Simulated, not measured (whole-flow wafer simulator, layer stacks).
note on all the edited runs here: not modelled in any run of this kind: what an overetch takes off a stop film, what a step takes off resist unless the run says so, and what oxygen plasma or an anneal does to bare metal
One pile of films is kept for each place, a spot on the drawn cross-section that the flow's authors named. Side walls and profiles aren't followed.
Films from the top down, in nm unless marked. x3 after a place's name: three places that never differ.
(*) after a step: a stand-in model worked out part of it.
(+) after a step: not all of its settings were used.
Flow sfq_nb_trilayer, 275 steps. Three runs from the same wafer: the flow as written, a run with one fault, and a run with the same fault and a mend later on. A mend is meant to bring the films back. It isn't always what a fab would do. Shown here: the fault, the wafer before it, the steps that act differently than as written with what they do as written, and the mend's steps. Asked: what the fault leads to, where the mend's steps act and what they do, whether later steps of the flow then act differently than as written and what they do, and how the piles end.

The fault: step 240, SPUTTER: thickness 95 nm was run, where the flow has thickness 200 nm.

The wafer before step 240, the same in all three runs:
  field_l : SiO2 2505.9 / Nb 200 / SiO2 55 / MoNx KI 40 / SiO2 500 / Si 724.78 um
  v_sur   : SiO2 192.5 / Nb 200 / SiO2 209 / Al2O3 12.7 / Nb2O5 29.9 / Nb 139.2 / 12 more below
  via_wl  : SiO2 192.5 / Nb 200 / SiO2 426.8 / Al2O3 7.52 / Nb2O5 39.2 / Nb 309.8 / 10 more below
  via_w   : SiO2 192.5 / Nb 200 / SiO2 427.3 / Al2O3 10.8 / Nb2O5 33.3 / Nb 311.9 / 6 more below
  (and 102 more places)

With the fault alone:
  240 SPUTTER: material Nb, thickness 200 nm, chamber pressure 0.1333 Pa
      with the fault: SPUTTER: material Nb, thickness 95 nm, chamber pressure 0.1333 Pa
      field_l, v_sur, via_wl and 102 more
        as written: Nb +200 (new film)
        with the fault: Nb +95 (new film)
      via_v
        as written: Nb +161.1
        with the fault: Nb +76.4
  Later steps of the flow that act differently than as written (3 more steps differ only slightly, by at most 2% or 0.5 nm, whichever is larger, and aren't shown):
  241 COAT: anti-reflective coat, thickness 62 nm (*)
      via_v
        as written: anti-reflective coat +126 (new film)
        with the fault: anti-reflective coat +120.1 (new film)
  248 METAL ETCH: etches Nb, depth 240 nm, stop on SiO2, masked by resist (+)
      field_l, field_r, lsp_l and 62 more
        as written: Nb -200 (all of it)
        with the fault: Nb -95 (all of it)
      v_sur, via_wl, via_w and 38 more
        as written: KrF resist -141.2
        with the fault: KrF resist -83.8
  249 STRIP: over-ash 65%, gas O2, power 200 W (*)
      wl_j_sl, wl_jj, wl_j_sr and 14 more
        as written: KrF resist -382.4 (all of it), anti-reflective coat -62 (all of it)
        with the fault: KrF resist -439.7 (all of it), anti-reflective coat -62 (all of it)
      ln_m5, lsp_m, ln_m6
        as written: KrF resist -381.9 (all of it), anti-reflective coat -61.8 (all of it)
        with the fault: KrF resist -439.3 (all of it), anti-reflective coat -61.8 (all of it)
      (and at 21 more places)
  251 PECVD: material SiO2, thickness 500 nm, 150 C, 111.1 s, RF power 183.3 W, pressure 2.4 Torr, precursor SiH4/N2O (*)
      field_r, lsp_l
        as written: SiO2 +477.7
        with the fault: SiO2 +489.4
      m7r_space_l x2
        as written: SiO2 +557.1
        with the fault: SiO2 +500
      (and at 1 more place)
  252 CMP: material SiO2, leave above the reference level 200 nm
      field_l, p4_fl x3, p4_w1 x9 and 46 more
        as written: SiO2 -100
        with the fault: SiO2 -205
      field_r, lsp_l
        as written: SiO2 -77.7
        with the fault: SiO2 -194.4
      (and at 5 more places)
  At the end the piles differ from the flow's by more than 2% or 0.5 nm, whichever is larger, at field_l, v_sur, via_wl and 103 more.
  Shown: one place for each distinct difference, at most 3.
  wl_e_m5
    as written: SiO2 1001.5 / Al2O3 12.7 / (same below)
    with the fault: SiO2 896.5 / Al2O3 12.7 / (same below)
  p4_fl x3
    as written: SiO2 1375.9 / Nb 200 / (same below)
    with the fault: SiO2 1270.9 / Nb 200 / (same below)
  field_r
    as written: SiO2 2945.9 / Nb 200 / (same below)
    with the fault: SiO2 2840.9 / Nb 200 / (same below)

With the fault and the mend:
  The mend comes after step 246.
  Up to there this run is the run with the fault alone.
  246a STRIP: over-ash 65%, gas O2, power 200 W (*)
      p4_fl x3, p4_w1 x9, p4_g1 x2 and 46 more
        anti-reflective coat -62 (all of it)
      wl_j_sl, wl_jj, wl_j_sr and 14 more
        KrF resist -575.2 (all of it), anti-reflective coat -62 (all of it)
      field_r, lsp_l, l0_sur, l0v
        anti-reflective coat -61.8 (all of it)
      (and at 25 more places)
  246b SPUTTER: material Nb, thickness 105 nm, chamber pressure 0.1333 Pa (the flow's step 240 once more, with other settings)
      field_l, v_sur, via_wl and 102 more
        Nb +105
      via_v
        Nb +82.4
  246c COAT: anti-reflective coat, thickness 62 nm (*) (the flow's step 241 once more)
      p4_fl x3, p4_w1 x9, p4_g1 x2 and 63 more
        anti-reflective coat +62 (new film)
      moat, field_r, lsp_l and 6 more
        anti-reflective coat +61.8 (new film)
      be_r, r_sur, res, r_end
        anti-reflective coat +61.7 (new film)
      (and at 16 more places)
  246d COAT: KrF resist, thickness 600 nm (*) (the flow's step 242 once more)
      p4_fl x3, p4_w1 x9, p4_g1 x2 and 63 more
        KrF resist +600 (new film)
      field_r, lsp_l, ln_m5, lsp_m, l0v
        KrF resist +599.5 (new film)
      ln_m6, lsp_r, l0_sur
        KrF resist +599.6 (new film)
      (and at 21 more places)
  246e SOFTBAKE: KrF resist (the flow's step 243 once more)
      changes no film at any place that is followed
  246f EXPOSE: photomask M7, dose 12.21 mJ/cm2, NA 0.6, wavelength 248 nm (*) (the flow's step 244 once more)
      changes no film at any place that is followed
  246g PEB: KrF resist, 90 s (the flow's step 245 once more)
      field_l, v_sur, via_wl and 97 more
        KrF resist -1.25
      via_w, via_wr, via_sp, wire, be
        KrF resist -1.24
      via_v
        KrF resist -1.61
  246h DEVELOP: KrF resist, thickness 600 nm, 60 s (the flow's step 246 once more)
      p4_fl x3, p4_w1 x9, p4_g1 x2 and 46 more
        KrF resist -598.7 (all of it)
      v_sur, via_wl, via_w and 38 more
        KrF resist -23.5
      field_r, lsp_l
        KrF resist -598.2 (all of it)
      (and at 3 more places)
  No later step of the flow acts differently than as written, at any place that is followed, by more than 2% or 0.5 nm, whichever is larger.
  At the end the piles differ from the flow's only slightly at the places that both follow, by at most 2% or 0.5 nm, whichever is larger.
